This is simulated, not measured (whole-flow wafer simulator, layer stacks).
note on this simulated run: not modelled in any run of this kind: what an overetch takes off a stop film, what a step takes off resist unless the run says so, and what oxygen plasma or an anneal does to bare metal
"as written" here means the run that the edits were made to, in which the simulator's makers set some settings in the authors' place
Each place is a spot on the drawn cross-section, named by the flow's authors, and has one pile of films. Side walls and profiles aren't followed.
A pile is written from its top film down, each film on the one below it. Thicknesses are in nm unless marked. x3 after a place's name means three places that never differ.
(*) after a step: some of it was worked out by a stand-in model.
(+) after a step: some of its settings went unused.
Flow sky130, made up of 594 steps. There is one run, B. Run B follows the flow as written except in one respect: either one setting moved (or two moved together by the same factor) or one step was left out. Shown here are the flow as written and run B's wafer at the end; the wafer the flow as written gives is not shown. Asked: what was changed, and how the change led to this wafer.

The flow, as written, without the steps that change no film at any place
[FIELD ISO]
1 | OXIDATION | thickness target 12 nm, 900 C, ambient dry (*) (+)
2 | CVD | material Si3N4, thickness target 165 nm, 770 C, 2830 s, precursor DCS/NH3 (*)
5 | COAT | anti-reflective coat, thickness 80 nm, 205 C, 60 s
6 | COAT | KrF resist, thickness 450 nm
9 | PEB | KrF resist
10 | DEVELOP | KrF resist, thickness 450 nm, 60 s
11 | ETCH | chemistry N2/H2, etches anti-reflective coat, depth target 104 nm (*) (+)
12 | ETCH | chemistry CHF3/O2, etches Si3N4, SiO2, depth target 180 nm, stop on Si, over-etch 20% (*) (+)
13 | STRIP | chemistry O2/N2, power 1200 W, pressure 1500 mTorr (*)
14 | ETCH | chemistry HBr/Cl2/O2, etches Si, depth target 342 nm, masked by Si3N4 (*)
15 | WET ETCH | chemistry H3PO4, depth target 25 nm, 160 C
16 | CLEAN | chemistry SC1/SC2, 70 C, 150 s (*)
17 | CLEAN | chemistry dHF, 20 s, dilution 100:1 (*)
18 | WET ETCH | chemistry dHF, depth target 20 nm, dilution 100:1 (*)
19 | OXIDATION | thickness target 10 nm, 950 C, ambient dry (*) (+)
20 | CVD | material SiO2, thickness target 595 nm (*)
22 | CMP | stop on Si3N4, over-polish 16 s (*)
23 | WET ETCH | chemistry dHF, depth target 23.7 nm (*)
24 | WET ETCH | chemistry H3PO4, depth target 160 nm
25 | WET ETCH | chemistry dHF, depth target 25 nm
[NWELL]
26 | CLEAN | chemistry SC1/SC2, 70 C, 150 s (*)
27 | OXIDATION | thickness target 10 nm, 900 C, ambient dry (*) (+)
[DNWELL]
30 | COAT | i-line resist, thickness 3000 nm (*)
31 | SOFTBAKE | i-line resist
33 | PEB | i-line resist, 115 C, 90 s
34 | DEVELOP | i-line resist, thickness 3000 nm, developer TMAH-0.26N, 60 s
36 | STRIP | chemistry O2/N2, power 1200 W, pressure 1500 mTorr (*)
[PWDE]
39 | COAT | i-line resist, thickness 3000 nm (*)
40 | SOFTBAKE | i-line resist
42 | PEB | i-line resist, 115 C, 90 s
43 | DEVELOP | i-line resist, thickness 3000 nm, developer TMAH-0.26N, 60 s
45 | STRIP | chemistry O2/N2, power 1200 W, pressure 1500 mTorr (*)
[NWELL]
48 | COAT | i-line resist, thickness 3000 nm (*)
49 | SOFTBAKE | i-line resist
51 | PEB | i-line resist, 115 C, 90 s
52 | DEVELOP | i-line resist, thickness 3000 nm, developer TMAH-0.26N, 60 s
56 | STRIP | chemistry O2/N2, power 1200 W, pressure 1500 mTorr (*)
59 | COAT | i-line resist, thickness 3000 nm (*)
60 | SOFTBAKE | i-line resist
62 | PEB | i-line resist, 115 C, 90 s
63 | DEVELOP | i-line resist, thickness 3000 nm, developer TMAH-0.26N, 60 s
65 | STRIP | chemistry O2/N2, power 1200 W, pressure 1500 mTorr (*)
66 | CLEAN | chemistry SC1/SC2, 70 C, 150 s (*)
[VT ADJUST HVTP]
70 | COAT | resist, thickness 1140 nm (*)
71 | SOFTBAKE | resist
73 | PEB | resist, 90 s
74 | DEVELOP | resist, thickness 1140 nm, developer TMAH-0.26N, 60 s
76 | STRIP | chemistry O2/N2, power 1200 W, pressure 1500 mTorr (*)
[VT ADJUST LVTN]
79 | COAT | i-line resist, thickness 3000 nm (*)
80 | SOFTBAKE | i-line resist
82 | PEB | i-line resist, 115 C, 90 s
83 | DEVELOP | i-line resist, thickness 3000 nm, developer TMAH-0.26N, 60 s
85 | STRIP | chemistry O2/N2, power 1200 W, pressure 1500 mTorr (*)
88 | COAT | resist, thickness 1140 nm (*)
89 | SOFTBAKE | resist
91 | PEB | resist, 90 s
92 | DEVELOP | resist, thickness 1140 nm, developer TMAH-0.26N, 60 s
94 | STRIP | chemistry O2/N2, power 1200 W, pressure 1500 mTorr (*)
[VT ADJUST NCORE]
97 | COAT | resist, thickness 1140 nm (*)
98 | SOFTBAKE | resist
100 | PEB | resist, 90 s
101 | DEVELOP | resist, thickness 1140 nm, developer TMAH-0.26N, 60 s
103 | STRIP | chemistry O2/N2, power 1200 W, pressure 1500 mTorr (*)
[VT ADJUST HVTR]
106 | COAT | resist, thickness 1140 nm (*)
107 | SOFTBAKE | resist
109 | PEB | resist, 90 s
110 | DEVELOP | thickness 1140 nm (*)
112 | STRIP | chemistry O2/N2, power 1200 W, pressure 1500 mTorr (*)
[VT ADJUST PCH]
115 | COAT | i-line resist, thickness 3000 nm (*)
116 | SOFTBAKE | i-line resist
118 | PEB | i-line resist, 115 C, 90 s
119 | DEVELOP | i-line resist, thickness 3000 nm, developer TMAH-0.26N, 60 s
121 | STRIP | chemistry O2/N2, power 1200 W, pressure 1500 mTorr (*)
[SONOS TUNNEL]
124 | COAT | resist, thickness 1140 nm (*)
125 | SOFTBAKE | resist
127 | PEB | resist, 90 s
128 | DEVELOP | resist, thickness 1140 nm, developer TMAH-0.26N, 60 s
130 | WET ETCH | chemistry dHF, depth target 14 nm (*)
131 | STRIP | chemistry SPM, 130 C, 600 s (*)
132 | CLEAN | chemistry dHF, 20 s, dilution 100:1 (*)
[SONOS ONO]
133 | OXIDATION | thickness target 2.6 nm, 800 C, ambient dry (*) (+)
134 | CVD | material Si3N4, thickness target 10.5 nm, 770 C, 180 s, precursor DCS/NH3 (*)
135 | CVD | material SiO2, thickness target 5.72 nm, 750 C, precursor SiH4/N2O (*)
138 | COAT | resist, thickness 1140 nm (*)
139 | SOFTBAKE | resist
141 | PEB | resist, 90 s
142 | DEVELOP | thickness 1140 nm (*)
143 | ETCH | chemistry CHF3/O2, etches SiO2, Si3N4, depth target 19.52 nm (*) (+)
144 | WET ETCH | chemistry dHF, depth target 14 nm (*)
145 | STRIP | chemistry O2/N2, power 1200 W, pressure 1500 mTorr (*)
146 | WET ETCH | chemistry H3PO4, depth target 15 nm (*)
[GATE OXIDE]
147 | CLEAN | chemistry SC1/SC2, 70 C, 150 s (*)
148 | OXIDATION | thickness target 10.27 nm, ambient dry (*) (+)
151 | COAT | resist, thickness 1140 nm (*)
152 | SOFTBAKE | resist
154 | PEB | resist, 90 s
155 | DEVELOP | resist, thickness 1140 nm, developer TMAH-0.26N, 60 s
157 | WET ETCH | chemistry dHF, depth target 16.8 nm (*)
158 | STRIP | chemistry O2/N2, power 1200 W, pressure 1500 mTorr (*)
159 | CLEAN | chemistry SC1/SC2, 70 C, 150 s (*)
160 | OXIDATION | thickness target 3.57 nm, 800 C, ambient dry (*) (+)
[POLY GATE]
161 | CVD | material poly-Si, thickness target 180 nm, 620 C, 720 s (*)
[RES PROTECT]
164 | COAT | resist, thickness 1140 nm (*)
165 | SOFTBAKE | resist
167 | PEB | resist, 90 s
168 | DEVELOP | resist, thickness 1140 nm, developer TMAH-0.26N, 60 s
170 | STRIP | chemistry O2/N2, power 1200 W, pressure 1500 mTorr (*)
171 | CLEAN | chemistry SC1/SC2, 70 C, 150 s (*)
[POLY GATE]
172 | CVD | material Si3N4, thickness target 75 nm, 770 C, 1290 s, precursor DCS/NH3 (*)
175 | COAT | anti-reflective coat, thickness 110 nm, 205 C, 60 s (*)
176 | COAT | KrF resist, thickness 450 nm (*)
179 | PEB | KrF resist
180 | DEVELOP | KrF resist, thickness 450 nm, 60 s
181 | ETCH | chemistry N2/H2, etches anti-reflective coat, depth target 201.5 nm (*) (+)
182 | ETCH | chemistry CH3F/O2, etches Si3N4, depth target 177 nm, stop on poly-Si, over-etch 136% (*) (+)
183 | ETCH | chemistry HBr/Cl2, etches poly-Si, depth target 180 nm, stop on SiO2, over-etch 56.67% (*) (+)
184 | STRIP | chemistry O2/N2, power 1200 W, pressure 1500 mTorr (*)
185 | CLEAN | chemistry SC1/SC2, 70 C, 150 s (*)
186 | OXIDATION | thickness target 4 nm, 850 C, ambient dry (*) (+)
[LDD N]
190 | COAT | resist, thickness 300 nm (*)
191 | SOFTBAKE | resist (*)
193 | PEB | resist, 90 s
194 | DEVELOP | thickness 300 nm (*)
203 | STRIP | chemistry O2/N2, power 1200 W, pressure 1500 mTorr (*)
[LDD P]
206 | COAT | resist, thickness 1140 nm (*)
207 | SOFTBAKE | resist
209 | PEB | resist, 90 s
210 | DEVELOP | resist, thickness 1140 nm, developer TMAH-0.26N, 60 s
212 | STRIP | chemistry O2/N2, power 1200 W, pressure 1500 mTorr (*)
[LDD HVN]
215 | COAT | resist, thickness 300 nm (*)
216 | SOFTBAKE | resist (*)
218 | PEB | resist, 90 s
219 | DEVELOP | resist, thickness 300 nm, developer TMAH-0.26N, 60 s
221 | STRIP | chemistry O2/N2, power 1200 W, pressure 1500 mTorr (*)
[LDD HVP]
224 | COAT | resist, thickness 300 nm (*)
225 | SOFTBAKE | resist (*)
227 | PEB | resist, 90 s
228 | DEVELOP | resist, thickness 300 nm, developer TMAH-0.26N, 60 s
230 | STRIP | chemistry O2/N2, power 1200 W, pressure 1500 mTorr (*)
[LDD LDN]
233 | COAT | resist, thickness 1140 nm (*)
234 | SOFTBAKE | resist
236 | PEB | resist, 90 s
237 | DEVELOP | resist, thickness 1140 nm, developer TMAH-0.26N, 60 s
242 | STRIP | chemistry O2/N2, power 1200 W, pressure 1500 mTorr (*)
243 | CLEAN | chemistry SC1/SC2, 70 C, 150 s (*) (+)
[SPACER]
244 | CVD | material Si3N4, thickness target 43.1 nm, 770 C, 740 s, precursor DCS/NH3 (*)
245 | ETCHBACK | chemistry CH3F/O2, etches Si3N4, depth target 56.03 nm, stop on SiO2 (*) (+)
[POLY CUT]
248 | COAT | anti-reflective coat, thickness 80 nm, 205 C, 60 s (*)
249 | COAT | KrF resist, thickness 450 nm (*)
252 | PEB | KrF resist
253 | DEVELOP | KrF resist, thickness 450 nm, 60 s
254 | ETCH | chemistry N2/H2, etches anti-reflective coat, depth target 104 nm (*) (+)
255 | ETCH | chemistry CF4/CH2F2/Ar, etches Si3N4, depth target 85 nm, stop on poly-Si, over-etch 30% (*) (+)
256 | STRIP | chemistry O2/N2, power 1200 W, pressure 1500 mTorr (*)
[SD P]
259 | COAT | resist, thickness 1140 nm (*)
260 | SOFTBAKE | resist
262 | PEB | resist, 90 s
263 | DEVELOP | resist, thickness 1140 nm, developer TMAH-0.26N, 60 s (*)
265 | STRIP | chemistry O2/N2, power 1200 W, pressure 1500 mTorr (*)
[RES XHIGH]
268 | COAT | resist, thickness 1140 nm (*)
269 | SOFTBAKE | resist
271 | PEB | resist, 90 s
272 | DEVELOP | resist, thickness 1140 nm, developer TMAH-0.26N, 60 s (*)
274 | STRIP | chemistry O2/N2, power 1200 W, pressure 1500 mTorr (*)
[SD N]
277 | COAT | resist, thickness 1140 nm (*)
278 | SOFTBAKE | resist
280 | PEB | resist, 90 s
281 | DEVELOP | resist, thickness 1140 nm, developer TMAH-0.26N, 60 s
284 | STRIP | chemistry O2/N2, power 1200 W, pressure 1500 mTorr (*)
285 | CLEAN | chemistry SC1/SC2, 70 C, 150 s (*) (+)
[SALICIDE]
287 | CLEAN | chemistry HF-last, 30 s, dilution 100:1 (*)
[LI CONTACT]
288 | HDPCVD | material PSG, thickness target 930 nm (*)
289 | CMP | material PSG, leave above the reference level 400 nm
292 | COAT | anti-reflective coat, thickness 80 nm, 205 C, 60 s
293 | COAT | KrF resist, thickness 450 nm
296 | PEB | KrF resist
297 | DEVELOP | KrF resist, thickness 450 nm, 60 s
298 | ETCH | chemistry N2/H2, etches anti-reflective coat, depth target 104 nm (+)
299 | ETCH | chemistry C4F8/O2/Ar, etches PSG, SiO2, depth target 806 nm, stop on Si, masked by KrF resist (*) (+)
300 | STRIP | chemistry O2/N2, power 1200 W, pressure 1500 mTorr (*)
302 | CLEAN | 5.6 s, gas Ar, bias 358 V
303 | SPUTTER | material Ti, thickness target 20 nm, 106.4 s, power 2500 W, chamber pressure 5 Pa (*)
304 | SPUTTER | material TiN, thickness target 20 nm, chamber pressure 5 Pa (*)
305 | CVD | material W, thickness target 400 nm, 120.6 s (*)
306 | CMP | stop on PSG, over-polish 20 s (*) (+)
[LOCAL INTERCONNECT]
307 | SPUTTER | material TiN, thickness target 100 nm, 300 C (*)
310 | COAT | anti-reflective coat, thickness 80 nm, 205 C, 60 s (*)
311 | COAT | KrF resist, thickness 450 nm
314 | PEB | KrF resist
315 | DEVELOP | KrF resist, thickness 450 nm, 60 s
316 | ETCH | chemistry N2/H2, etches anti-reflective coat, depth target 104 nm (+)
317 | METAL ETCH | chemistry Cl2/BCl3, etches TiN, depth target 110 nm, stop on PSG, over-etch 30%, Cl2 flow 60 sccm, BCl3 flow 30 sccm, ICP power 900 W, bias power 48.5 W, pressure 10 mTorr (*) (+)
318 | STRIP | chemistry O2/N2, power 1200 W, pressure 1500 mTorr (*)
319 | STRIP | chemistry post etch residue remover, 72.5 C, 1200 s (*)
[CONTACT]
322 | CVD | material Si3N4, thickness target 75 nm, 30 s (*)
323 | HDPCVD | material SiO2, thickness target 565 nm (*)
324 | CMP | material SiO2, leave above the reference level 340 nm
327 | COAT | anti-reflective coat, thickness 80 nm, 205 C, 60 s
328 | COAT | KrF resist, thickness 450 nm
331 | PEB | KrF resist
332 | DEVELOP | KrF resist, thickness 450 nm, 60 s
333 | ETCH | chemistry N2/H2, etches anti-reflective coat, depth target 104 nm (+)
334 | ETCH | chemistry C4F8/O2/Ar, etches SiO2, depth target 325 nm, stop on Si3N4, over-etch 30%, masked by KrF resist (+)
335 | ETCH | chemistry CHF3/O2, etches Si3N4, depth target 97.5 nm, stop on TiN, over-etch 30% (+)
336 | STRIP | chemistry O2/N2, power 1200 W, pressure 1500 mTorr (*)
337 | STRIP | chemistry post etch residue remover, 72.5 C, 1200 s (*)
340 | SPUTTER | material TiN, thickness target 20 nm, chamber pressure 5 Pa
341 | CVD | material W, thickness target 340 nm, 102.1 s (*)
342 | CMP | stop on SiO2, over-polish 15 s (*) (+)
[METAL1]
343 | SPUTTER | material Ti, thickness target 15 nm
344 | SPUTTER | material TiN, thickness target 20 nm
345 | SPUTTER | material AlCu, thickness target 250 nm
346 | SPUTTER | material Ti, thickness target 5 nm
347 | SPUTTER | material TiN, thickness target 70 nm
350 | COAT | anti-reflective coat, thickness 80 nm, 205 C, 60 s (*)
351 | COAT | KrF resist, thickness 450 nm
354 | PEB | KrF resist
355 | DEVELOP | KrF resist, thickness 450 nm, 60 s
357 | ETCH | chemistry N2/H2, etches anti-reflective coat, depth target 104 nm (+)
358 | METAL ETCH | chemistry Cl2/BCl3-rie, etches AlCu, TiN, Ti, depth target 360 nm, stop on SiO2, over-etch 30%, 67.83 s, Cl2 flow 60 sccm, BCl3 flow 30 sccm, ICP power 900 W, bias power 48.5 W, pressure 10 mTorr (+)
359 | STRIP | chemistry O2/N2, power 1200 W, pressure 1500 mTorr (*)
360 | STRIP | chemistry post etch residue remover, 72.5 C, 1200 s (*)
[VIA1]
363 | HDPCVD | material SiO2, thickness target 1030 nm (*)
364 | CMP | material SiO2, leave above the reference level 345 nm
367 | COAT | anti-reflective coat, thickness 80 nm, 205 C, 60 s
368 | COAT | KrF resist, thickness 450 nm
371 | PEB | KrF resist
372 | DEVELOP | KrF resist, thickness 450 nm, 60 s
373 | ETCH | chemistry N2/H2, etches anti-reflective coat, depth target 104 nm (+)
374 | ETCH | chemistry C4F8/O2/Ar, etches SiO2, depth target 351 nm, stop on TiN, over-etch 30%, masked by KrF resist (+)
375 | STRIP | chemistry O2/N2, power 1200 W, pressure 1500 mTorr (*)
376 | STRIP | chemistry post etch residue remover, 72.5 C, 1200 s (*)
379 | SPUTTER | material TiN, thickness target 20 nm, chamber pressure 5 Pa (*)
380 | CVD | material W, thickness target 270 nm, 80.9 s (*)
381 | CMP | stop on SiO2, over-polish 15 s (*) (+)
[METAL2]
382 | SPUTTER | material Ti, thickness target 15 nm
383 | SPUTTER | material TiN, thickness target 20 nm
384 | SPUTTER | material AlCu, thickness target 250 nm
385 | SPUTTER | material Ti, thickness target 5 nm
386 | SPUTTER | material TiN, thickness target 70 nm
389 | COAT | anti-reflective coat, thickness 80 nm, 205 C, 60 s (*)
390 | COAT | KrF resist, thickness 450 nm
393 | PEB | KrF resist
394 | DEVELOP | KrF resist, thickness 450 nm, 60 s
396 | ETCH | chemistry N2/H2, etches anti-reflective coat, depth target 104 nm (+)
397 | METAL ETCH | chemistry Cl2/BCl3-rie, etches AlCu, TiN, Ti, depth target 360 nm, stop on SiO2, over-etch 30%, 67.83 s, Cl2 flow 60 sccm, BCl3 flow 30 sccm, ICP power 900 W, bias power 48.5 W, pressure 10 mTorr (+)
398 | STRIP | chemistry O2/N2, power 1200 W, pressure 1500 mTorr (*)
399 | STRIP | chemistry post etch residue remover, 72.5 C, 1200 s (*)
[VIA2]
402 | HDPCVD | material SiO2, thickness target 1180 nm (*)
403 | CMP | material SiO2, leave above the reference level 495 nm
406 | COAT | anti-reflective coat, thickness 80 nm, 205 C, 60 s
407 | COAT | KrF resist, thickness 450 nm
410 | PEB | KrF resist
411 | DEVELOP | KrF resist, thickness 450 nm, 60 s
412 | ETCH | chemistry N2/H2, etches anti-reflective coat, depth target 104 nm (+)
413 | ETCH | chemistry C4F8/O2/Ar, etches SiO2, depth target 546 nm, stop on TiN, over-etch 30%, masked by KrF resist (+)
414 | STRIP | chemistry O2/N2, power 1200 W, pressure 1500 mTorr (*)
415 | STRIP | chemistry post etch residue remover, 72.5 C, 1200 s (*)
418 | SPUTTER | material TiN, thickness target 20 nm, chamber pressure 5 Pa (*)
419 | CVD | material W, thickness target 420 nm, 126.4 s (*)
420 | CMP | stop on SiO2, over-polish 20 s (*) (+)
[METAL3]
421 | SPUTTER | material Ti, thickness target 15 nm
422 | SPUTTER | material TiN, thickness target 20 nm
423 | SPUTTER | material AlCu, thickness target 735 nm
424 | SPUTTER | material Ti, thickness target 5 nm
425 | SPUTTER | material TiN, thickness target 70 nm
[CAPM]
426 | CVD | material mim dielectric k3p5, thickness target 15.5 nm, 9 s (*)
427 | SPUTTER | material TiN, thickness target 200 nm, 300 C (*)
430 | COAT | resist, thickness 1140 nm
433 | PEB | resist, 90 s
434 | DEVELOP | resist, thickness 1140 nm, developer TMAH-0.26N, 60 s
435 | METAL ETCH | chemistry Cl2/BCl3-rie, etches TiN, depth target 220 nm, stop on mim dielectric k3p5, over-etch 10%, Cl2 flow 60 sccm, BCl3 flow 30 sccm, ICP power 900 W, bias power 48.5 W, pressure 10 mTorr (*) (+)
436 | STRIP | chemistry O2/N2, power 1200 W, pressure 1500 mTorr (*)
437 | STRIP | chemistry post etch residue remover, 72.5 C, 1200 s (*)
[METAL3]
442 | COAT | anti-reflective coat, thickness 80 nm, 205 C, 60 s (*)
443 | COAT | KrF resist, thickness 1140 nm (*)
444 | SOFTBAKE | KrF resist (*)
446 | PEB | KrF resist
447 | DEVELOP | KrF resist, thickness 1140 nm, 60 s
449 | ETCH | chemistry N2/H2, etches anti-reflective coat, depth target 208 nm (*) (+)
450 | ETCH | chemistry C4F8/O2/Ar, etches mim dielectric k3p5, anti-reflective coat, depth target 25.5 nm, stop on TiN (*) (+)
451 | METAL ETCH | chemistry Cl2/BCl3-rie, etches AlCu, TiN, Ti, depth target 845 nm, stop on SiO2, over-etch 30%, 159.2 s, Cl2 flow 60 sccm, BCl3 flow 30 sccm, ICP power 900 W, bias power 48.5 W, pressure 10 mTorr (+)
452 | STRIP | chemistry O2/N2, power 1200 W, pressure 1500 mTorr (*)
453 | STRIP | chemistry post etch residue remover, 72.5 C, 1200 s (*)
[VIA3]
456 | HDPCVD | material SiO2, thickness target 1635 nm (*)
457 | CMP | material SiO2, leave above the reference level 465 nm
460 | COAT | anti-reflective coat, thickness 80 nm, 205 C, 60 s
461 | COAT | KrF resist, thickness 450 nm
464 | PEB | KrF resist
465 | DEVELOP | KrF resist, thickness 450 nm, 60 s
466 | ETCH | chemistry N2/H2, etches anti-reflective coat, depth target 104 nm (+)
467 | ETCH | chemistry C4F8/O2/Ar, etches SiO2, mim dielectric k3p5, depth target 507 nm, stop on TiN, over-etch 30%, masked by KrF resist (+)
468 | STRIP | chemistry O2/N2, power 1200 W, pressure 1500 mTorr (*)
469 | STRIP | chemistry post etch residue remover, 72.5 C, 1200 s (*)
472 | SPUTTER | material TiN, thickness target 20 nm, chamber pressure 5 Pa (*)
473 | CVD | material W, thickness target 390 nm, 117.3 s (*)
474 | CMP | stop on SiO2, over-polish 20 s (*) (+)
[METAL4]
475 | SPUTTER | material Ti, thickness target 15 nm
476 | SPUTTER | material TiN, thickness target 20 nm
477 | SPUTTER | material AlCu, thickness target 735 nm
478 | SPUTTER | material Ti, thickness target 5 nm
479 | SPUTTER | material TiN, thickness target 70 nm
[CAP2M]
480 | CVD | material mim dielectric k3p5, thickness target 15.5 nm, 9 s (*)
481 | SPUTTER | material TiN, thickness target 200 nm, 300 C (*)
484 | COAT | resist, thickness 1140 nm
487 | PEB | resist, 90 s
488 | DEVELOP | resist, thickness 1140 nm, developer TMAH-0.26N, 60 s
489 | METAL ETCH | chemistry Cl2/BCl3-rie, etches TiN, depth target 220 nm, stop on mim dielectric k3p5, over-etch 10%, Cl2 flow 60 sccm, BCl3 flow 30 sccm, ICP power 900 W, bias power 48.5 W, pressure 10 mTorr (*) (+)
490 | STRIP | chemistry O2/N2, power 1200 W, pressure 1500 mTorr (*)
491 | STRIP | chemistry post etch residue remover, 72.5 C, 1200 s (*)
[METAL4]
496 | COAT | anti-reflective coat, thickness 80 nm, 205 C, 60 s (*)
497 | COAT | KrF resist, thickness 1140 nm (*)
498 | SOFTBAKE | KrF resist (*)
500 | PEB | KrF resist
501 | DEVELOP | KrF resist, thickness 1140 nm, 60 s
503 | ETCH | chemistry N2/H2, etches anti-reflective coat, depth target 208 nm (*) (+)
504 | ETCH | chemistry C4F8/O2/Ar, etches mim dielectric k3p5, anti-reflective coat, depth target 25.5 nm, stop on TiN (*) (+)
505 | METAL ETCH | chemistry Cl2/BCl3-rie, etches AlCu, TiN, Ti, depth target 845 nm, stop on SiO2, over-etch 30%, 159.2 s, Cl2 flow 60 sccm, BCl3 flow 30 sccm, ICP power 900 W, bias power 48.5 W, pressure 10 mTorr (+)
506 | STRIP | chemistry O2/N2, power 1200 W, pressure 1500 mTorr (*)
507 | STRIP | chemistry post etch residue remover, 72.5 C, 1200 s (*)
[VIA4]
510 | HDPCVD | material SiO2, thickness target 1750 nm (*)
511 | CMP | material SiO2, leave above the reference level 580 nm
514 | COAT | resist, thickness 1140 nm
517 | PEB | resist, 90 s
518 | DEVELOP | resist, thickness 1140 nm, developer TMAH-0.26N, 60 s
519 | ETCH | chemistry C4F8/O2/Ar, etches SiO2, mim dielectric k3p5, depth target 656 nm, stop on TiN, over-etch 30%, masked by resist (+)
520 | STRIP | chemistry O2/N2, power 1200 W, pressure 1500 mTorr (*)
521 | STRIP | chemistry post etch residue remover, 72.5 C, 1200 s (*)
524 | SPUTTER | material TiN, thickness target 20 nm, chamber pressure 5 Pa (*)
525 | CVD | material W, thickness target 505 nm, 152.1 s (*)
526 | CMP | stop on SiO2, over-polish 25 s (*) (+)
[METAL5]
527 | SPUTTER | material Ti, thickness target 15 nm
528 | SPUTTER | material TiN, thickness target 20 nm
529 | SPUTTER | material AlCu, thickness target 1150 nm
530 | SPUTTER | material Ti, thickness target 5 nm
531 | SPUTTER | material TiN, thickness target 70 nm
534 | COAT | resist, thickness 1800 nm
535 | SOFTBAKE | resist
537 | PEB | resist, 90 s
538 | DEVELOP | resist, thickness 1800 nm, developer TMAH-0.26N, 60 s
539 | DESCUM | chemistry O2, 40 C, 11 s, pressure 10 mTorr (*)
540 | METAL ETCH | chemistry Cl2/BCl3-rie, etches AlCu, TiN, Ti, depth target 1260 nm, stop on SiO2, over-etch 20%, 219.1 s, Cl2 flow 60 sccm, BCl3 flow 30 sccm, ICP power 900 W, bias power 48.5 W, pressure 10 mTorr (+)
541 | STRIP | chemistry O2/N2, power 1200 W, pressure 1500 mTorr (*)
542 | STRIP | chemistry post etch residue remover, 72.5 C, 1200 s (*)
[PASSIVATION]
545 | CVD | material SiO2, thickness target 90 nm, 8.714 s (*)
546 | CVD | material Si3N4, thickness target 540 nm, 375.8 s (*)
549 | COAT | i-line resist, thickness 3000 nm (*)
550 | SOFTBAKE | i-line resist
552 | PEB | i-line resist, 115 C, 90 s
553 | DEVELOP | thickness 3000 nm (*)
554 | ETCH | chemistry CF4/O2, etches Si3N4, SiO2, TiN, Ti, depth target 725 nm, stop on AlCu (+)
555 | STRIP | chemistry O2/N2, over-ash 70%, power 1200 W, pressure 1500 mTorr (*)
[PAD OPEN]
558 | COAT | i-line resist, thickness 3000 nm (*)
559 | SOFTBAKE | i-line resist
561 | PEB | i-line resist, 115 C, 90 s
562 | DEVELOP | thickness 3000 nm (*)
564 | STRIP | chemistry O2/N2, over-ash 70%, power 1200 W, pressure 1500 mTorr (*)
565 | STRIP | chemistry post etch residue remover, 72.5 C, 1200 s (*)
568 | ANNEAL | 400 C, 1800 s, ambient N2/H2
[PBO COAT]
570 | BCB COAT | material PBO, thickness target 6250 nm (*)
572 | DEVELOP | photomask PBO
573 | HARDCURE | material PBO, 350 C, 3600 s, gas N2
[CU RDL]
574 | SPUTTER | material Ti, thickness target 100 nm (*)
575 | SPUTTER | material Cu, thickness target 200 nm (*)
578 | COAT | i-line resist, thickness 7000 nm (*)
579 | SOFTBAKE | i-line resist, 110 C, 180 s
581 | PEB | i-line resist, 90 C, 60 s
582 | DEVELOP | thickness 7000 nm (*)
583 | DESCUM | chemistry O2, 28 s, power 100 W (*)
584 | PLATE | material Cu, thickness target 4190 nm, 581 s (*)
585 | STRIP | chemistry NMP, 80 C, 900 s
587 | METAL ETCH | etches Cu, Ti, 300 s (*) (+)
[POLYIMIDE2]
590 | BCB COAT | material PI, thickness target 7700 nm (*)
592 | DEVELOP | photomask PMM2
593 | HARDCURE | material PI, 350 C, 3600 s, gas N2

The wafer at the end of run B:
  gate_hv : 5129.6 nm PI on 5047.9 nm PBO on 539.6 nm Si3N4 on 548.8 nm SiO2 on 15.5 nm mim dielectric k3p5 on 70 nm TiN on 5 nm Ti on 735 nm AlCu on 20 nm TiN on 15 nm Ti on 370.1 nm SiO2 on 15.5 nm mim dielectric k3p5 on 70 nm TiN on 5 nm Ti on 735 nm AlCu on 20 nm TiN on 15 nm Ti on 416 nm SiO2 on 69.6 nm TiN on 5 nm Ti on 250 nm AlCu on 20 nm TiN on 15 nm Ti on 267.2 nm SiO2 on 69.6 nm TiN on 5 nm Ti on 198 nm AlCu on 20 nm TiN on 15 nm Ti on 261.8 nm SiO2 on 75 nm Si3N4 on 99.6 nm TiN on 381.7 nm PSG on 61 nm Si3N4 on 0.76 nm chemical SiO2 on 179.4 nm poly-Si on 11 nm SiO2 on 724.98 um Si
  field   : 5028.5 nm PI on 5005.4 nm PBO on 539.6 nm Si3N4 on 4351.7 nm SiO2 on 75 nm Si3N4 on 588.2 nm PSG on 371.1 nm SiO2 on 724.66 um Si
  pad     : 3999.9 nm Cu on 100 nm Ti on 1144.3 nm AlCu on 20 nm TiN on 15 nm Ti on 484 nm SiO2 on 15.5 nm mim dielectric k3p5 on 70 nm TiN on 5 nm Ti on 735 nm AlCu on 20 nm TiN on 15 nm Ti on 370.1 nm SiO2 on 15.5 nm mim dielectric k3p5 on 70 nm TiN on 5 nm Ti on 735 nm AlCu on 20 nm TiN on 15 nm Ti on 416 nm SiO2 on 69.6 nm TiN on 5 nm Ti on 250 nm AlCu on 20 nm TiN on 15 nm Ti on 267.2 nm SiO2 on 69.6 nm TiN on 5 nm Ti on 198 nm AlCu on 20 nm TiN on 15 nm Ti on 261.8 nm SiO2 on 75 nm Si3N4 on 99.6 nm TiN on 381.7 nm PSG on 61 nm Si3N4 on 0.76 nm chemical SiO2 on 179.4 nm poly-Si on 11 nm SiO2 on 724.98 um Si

What caused this: step 345, SPUTTER: thickness target 198 nm was run, though the flow has thickness target 250 nm.
One can read it off the wafer: gate_hv has AlCu 198, and step 345 as written asks for 250 nm.

The path from the change to this, step by step:
  345 | SPUTTER | material AlCu, thickness target 250 nm
      field, active, n_well and 188 more: +198 AlCu (new film) (it would be, as written: +250 AlCu (new film))
  358 | METAL ETCH | chemistry Cl2/BCl3-rie, etches AlCu, TiN, Ti, depth target 360 nm, stop on SiO2, over-etch 30%, 67.83 s, Cl2 flow 60 sccm, BCl3 flow 30 sccm, ICP power 900 W, bias power 48.5 W, pressure 10 mTorr (+)
      field, active, gate and 81 more: -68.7 TiN (all of it), -5 Ti (all of it), -198 AlCu (all of it), -20 TiN (all of it), -15 Ti (all of it), -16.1 SiO2 (it would be, as written: -68.7 TiN (all of it), -5 Ti (all of it), -250 AlCu (all of it), -20 TiN (all of it), -15 Ti (all of it), -10.9 SiO2)
  364 | CMP | material SiO2, leave above the reference level 345 nm
      field, active, gate and 81 more: -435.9 SiO2 (it would be, as written: -389.1 SiO2)
